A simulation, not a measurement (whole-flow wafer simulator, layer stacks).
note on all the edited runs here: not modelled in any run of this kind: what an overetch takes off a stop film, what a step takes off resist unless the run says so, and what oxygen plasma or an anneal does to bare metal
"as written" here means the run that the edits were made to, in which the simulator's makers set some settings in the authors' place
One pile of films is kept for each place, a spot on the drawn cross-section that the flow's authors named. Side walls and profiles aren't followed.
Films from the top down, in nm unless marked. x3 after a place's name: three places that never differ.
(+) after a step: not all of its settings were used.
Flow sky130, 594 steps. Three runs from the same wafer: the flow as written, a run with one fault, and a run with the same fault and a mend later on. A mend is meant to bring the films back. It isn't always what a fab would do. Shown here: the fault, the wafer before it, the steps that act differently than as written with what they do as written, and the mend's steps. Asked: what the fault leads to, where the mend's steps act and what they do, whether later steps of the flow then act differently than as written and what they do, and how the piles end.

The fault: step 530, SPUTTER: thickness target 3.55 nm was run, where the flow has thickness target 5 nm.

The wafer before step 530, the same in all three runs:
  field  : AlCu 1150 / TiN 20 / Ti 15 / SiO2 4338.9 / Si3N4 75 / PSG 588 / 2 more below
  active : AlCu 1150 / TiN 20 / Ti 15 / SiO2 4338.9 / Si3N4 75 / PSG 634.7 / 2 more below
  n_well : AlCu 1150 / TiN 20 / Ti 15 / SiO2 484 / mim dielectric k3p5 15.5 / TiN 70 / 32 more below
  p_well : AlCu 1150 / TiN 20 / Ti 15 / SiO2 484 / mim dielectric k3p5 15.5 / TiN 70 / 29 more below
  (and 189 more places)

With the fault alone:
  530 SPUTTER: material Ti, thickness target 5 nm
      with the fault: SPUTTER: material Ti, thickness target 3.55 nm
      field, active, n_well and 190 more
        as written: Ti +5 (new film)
        with the fault: Ti +3.55 (new film)
  Later steps of the flow that act differently than as written (21 more steps differ only slightly, by at most 2% or 0.5 nm, whichever is larger, and aren't shown):
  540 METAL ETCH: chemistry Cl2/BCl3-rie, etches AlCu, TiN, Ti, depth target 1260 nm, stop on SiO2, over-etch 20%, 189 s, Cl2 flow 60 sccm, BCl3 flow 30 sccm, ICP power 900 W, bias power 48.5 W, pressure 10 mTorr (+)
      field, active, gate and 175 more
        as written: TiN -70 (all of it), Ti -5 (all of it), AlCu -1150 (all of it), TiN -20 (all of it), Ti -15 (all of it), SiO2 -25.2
        with the fault: TiN -70 (all of it), Ti -3.55 (all of it), AlCu -1150 (all of it), TiN -20 (all of it), Ti -15 (all of it), SiO2 -25.3
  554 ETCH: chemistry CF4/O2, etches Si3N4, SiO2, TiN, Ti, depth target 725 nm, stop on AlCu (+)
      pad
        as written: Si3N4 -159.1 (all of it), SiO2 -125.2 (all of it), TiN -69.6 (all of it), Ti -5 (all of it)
        with the fault: Si3N4 -159.1 (all of it), SiO2 -125.2 (all of it), TiN -69.6 (all of it), Ti -3.55 (all of it)
  At the end the piles differ from the flow's by more than 2% or 0.5 nm, whichever is larger, at n_well, p_well, sd_n and 11 more.
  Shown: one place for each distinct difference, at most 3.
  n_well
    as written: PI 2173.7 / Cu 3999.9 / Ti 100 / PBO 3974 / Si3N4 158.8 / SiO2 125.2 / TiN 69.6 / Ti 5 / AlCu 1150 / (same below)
    with the fault: PI 2173.8 / Cu 3999.9 / Ti 100 / PBO 3975.1 / Si3N4 158.8 / SiO2 125.2 / TiN 69.6 / Ti 3.55 / AlCu 1150 / (same below)
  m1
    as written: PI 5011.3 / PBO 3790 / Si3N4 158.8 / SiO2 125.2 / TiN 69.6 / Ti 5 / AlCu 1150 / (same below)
    with the fault: PI 5011.3 / PBO 3791.2 / Si3N4 158.8 / SiO2 125.2 / TiN 69.6 / Ti 3.55 / AlCu 1150 / (same below)
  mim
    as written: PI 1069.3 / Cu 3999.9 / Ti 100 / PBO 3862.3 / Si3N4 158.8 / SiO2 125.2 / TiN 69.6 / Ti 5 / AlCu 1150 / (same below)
    with the fault: PI 1069.5 / Cu 3999.9 / Ti 100 / PBO 3863.4 / Si3N4 158.8 / SiO2 125.2 / TiN 69.6 / Ti 3.55 / AlCu 1150 / (same below)

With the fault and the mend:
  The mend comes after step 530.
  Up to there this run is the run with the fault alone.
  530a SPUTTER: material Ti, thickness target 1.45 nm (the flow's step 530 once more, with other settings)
      field, active, n_well and 190 more
        Ti +1.45
  No later step of the flow acts differently than as written at any place that is followed.
  At the end the piles are the same as the flow's at every place that both follow.
